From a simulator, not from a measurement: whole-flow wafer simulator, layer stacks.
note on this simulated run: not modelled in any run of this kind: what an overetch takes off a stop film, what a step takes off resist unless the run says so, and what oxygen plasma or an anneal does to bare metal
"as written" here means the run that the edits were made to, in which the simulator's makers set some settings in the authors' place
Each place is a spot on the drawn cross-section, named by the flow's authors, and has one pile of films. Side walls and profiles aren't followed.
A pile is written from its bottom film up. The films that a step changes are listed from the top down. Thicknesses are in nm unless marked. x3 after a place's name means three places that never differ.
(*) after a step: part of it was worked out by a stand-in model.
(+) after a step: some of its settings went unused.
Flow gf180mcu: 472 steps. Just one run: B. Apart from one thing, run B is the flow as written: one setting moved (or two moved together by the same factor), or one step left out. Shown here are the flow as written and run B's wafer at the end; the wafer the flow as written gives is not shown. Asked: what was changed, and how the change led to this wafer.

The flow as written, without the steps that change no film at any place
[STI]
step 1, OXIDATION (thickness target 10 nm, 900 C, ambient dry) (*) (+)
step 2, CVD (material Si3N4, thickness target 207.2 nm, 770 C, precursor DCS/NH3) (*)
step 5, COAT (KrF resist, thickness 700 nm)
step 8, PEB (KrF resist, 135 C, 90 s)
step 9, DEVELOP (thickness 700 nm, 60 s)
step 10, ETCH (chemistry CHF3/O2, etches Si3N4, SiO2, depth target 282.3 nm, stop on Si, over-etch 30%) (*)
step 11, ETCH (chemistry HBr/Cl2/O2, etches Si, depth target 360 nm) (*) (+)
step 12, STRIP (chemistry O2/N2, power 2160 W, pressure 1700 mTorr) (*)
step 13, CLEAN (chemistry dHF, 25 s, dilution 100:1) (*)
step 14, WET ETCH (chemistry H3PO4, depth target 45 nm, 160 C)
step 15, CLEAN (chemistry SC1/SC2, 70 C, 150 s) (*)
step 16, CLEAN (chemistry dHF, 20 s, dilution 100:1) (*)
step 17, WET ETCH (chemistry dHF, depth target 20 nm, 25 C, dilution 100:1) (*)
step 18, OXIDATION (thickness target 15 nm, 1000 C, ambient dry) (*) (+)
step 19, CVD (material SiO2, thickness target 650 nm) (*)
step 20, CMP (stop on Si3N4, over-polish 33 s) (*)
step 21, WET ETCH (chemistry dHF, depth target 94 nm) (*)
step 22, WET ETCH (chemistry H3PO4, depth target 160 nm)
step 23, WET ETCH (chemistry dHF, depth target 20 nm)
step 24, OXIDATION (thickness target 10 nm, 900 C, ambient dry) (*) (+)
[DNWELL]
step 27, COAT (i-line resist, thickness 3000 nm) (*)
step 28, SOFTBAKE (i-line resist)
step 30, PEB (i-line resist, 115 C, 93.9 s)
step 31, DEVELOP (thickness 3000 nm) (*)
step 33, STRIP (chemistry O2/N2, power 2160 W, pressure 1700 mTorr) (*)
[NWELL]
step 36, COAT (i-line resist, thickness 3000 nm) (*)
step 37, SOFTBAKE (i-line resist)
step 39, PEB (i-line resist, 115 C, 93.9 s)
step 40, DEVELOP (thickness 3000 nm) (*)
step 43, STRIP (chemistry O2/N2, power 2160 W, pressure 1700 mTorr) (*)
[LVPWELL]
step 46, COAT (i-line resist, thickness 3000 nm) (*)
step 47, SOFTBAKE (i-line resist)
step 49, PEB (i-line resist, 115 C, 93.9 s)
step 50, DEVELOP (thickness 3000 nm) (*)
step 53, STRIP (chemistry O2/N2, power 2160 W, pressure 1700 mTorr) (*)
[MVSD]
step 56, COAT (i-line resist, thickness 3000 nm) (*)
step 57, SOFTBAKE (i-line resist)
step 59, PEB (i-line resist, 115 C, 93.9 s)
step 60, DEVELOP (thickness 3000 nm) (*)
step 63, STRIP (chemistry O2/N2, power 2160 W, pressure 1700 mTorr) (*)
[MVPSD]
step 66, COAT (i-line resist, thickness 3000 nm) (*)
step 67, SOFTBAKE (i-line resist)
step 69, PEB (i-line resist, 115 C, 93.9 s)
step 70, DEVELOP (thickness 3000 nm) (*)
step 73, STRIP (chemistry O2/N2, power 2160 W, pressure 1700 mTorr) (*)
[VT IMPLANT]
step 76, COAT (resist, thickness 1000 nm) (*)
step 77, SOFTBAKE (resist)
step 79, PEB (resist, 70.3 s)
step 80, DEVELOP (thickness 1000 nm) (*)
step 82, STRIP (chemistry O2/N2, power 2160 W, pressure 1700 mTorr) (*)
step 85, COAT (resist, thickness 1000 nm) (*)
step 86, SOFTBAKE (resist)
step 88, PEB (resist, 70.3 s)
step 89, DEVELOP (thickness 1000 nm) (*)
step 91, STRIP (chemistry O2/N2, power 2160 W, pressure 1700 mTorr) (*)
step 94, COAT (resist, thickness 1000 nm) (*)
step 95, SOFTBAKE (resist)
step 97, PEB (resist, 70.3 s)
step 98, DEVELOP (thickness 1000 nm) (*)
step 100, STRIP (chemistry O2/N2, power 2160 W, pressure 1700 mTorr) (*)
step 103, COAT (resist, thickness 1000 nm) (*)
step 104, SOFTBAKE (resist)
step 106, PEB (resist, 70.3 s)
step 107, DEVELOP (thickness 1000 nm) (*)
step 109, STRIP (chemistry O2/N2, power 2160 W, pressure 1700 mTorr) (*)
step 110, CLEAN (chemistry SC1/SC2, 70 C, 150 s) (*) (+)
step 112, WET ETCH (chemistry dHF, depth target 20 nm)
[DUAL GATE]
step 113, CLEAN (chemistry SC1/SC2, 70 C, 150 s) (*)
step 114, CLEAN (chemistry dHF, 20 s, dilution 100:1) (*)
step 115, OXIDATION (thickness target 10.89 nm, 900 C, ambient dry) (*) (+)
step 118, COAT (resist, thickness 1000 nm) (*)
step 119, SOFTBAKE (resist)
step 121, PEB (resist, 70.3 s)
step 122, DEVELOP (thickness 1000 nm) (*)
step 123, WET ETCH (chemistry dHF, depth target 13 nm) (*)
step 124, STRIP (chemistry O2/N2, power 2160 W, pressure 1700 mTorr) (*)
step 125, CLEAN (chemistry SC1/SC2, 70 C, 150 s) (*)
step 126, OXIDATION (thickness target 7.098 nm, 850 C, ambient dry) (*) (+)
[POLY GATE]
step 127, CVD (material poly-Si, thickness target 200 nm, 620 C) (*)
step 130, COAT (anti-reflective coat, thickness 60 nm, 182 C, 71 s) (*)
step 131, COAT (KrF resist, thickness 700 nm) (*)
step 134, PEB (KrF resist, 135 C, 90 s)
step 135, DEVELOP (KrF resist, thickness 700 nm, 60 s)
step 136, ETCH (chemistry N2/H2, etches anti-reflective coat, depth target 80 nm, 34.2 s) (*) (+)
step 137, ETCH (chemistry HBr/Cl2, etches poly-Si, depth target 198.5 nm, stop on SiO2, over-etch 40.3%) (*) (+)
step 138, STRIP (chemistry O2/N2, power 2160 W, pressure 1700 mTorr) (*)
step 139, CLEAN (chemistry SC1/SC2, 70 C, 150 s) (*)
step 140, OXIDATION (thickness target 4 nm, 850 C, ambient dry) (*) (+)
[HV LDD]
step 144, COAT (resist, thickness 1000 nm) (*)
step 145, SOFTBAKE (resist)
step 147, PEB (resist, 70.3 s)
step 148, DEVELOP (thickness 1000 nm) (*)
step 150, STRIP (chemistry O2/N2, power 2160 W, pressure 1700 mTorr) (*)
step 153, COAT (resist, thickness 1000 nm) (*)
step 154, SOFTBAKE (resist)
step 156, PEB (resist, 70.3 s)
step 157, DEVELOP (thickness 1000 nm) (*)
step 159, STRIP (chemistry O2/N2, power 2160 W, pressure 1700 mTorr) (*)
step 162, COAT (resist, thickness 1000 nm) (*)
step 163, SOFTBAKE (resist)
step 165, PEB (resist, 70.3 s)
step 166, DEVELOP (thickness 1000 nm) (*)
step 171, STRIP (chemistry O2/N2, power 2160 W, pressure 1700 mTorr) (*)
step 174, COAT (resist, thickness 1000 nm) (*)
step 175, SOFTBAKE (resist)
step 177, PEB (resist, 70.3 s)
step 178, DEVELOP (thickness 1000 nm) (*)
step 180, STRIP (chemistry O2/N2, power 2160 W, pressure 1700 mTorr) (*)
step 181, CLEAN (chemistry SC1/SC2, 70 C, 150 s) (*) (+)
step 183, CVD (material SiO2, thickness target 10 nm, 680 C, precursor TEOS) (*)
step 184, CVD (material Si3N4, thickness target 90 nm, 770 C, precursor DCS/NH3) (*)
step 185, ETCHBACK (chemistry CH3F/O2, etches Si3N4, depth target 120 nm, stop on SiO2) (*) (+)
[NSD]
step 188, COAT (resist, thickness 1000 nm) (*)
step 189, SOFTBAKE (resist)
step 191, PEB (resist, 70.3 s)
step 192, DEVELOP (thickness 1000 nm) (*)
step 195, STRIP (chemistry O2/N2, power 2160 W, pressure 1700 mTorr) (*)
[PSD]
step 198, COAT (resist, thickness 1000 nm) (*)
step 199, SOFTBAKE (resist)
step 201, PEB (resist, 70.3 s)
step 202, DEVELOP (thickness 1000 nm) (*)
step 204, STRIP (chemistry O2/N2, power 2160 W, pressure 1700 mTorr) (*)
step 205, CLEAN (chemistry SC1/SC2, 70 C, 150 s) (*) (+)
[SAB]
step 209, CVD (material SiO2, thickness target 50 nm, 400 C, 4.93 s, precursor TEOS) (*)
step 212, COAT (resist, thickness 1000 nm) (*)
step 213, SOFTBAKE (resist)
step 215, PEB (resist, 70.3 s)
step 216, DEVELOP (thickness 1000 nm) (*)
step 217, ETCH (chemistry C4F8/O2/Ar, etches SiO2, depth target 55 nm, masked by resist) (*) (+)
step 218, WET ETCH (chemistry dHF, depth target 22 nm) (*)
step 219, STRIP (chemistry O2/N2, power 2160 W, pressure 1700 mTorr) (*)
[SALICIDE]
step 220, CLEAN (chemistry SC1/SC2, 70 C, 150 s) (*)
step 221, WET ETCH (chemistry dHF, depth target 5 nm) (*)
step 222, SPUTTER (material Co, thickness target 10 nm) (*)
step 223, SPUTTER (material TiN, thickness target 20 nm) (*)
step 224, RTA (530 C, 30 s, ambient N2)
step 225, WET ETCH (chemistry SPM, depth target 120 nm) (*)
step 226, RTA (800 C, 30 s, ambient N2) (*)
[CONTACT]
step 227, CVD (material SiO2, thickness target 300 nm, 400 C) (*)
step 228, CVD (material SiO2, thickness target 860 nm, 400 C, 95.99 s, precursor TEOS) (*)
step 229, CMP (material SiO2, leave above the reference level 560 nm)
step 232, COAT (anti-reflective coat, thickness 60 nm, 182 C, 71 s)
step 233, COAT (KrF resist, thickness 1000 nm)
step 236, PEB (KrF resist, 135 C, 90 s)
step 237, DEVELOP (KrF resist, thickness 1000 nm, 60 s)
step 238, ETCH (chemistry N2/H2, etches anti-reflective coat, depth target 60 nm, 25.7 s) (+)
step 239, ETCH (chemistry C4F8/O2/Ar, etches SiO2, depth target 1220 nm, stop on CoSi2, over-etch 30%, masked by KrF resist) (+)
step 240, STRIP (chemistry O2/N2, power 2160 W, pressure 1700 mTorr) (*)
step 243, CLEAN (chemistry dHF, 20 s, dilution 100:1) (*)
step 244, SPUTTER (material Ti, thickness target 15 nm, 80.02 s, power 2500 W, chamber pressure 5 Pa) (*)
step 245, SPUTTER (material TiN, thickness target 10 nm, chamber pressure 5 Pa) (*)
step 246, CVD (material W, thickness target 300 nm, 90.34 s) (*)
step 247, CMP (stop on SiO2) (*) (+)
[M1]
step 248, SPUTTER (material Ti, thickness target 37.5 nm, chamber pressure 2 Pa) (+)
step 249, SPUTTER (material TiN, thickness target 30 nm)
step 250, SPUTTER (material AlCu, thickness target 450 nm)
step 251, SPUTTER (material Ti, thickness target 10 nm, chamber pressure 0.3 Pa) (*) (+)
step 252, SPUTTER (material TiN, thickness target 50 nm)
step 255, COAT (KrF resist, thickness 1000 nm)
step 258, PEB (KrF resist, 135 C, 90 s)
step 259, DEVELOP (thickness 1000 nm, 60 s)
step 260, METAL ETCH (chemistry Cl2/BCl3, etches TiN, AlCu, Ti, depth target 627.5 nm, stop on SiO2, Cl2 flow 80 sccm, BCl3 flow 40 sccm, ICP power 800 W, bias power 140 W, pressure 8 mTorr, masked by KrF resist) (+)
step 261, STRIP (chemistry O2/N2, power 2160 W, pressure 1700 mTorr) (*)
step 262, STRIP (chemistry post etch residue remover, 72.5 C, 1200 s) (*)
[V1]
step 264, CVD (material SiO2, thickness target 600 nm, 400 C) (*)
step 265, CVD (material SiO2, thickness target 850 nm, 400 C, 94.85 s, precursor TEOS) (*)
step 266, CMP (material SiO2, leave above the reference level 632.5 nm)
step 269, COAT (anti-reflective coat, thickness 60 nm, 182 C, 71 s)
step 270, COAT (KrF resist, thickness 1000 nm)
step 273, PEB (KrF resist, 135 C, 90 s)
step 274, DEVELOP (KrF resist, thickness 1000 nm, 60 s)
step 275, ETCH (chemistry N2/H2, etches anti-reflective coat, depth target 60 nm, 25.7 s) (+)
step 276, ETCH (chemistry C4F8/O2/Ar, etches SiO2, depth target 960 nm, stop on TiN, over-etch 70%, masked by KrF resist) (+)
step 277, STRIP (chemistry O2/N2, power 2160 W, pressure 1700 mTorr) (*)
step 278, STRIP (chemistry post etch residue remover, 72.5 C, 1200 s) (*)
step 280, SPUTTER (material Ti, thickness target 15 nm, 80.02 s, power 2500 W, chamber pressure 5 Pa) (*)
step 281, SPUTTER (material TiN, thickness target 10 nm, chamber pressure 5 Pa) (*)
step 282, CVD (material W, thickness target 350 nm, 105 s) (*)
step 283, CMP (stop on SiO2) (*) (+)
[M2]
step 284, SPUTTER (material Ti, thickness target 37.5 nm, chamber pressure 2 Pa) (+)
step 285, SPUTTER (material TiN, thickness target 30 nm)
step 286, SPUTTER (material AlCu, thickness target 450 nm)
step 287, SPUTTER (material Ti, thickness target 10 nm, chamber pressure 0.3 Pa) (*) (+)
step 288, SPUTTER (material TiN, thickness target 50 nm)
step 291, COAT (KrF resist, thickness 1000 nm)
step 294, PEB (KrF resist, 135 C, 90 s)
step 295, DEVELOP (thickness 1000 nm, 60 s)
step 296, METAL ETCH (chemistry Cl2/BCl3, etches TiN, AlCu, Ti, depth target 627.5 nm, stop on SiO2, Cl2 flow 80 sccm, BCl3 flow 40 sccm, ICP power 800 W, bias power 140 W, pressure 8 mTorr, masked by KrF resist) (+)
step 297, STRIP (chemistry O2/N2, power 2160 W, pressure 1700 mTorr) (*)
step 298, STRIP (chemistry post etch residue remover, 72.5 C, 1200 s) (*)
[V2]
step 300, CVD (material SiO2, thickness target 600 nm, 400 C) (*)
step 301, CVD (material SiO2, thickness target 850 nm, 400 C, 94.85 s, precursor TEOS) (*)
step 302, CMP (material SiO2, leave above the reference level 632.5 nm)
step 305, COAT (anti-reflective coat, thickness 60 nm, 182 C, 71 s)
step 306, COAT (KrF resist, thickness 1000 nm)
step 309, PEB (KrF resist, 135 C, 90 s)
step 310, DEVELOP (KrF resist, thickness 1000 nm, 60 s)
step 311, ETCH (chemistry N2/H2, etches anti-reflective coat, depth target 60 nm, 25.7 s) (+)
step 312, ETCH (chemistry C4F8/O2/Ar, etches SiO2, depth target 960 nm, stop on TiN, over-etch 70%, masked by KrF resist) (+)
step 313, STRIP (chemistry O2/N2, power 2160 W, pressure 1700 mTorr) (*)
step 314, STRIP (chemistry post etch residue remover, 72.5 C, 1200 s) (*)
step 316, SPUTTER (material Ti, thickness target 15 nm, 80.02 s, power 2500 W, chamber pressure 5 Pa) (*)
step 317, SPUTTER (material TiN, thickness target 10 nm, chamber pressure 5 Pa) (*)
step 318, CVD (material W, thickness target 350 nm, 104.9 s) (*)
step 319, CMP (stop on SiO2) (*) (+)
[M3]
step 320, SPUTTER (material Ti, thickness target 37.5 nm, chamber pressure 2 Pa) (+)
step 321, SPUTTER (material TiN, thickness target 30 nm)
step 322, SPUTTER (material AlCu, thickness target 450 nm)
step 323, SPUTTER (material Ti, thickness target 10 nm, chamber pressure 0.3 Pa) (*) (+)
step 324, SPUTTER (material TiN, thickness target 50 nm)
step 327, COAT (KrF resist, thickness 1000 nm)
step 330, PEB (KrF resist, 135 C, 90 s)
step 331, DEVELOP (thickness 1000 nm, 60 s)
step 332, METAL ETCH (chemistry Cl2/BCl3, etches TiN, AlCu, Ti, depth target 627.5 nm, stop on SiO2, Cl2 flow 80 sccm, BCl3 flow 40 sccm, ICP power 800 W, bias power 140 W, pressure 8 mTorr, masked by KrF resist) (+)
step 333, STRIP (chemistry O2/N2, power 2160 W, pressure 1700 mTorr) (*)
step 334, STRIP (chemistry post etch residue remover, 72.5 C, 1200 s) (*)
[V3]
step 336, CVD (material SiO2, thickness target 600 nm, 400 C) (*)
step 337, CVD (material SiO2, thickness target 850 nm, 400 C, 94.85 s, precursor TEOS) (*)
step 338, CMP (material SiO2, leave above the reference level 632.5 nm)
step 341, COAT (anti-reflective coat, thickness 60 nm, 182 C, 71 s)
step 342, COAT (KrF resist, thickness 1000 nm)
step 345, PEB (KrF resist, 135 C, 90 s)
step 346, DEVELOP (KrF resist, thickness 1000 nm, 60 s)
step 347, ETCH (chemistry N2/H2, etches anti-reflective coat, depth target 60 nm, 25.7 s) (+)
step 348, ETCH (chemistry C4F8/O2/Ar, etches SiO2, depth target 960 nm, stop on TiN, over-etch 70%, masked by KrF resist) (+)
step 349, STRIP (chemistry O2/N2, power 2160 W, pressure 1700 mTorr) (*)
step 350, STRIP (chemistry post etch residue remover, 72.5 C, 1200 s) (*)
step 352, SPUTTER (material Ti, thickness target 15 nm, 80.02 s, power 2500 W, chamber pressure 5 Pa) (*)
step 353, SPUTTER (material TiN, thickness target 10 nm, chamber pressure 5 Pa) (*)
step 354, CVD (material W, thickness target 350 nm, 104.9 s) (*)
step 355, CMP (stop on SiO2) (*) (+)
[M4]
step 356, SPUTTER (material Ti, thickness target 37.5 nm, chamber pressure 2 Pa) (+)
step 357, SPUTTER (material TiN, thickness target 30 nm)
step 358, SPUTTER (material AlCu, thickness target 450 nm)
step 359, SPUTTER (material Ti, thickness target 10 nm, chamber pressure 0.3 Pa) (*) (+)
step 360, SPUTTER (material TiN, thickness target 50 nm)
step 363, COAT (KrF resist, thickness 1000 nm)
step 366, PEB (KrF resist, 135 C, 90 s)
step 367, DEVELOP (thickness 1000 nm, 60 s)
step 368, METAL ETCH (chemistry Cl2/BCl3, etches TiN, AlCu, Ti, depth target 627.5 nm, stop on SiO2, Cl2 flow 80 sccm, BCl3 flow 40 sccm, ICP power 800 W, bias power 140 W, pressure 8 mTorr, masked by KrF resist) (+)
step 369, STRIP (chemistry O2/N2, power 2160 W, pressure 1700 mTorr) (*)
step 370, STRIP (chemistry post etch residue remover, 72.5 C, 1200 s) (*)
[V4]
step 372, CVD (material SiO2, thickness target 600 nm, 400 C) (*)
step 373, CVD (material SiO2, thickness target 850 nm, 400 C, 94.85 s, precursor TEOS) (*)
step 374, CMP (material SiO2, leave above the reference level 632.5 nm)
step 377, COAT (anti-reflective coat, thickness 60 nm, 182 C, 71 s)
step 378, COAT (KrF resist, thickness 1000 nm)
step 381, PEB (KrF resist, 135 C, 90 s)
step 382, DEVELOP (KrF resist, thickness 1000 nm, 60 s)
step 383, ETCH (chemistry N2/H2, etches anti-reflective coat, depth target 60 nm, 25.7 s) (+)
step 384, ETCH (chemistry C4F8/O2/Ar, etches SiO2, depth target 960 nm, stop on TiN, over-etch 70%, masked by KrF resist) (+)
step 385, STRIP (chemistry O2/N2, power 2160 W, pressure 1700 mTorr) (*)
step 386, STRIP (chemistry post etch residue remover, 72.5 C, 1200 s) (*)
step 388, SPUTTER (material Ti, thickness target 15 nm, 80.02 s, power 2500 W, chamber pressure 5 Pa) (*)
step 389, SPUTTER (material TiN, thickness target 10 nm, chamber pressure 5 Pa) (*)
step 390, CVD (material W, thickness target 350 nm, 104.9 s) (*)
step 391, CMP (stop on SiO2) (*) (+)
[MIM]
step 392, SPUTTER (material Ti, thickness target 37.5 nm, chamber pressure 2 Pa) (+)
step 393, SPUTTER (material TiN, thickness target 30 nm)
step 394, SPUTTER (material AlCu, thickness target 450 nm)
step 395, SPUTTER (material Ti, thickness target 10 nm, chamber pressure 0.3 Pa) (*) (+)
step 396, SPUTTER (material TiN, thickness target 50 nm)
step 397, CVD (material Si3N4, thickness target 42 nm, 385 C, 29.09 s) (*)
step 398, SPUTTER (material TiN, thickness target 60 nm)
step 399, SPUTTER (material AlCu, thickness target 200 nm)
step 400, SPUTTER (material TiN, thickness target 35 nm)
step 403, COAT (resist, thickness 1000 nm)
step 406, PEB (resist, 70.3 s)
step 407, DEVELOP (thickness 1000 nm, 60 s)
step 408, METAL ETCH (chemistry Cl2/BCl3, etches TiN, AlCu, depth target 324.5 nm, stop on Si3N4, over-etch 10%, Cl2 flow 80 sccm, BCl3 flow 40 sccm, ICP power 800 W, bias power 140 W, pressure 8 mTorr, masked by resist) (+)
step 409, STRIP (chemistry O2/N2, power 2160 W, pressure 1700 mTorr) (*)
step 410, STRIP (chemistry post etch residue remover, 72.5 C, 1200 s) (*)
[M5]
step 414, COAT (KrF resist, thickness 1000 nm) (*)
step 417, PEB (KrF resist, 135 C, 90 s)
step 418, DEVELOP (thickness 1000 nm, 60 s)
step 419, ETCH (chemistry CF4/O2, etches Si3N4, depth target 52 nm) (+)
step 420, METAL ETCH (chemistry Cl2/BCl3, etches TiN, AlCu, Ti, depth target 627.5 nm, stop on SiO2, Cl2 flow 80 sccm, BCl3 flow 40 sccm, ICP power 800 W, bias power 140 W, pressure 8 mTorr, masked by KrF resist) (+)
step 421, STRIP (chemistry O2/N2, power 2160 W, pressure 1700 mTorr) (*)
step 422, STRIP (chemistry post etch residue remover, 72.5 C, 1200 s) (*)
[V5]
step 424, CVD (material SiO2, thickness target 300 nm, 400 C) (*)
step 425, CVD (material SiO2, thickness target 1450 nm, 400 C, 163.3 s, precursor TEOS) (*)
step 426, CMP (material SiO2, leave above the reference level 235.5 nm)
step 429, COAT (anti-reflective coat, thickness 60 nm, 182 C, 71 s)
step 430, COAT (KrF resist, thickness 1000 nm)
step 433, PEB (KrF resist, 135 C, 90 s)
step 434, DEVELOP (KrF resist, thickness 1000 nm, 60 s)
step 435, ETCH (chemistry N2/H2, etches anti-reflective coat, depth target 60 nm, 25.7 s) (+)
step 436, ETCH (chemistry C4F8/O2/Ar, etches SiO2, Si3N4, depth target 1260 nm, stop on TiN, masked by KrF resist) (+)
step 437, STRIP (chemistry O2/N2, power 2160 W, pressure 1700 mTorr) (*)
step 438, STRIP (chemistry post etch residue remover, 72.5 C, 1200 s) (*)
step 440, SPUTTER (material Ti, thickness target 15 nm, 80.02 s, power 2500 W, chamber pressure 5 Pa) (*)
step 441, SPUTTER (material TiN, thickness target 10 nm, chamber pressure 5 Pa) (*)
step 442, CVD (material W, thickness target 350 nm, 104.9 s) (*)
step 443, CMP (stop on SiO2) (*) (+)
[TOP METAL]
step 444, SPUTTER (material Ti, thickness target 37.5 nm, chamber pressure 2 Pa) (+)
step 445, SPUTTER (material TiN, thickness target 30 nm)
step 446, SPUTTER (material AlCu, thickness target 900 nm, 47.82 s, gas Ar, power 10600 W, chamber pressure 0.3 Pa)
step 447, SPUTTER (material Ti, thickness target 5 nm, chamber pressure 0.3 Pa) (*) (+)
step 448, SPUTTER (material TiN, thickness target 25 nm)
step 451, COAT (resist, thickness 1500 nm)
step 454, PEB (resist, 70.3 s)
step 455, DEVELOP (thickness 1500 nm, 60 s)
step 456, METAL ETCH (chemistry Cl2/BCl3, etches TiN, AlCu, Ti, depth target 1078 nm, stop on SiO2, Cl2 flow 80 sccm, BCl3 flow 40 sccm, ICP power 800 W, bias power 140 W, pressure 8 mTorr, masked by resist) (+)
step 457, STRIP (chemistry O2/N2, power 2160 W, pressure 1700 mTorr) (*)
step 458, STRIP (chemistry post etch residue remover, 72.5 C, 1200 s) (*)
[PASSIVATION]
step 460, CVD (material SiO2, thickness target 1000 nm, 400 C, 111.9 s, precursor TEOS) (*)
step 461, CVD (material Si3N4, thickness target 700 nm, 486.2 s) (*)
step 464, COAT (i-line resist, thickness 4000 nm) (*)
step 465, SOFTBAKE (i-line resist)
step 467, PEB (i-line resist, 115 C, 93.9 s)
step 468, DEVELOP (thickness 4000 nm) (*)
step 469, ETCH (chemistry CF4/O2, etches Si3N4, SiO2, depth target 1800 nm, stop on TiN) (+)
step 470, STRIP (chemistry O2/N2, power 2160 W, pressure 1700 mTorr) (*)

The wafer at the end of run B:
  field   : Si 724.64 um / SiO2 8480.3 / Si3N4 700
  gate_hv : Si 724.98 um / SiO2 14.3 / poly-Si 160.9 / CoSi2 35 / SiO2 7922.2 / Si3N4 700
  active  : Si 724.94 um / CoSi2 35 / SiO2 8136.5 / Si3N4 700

The reason: step 374, CMP: leave above the reference level 885.5 nm was run, though the flow has leave above the reference level 632.5 nm.

Step by step, how the change led to this:
  step 374, CMP (material SiO2, leave above the reference level 632.5 nm)
      field, field__w1, field__w2 and 103 more: SiO2 loses 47 (as written it would have been: SiO2 loses 300)
      field__w8, contact, m1, m1__w1, m1_nw: SiO2 loses 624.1 (as written it would have been: SiO2 loses 877.1)
  step 384, ETCH (chemistry C4F8/O2/Ar, etches SiO2, depth target 960 nm, stop on TiN, over-etch 70%, masked by KrF resist) (+)
      contact: SiO2 loses 825.5 (all of it) (as written it would have been: SiO2 loses 572.5 (all of it))
  step 388, SPUTTER (material Ti, thickness target 15 nm, 80.02 s, power 2500 W, chamber pressure 5 Pa) (*)
      contact: Ti gains 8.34 (new film) (as written it would have been: Ti gains 9.65 (new film))
  step 389, SPUTTER (material TiN, thickness target 10 nm, chamber pressure 5 Pa) (*)
      contact: TiN gains 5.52 (new film) (as written it would have been: TiN gains 6.4 (new film))
  step 390, CVD (material W, thickness target 350 nm, 104.9 s) (*)
      contact: W gains 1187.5 (new film) (as written it would have been: W gains 932.3 (new film))
